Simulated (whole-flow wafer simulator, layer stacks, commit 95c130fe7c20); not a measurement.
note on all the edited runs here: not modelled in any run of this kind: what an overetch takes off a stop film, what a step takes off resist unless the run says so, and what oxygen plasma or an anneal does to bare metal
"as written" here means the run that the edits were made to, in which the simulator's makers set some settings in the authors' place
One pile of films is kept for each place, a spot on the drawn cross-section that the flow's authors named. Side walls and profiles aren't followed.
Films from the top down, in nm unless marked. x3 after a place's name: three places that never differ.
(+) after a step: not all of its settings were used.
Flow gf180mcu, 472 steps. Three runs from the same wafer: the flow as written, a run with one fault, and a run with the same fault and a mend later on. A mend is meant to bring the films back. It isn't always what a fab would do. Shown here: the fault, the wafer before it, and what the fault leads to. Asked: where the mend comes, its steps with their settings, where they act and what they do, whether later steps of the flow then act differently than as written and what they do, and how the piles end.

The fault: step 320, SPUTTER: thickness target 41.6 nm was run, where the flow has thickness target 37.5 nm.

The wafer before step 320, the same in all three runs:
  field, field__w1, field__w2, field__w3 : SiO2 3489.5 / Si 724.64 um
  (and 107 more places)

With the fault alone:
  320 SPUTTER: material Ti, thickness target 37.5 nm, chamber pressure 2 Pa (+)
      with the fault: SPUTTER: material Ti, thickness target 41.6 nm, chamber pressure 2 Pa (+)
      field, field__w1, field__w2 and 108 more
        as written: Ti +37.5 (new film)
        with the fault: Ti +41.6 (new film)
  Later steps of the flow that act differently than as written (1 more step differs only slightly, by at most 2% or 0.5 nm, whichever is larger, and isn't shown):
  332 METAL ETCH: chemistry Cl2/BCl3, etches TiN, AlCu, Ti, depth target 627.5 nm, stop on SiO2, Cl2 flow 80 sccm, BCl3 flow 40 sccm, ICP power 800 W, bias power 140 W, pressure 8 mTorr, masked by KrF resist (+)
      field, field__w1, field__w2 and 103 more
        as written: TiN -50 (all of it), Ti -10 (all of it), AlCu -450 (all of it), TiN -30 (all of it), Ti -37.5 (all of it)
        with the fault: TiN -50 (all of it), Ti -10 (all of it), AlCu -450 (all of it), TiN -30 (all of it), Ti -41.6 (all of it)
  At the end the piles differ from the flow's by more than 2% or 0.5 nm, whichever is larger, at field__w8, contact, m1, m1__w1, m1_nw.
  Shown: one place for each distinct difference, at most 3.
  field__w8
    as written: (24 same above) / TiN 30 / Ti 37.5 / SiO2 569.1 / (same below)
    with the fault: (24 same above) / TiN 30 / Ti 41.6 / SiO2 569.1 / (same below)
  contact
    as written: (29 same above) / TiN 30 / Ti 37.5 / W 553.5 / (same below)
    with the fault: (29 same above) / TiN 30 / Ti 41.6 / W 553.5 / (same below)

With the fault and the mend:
  The mend comes after step 320.
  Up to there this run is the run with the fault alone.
  320a METAL ETCH: chemistry Cl2/BCl3, etches TiN, AlCu, Ti, depth target 4.1 nm, Cl2 flow 80 sccm, BCl3 flow 40 sccm, ICP power 800 W, bias power 140 W, pressure 8 mTorr (the flow's step 260 once more, with other settings)
      field, field__w1, field__w2 and 108 more
        Ti -4.1
  No later step of the flow acts differently than as written at any place that is followed.
  At the end the piles are the same as the flow's at every place that both follow.
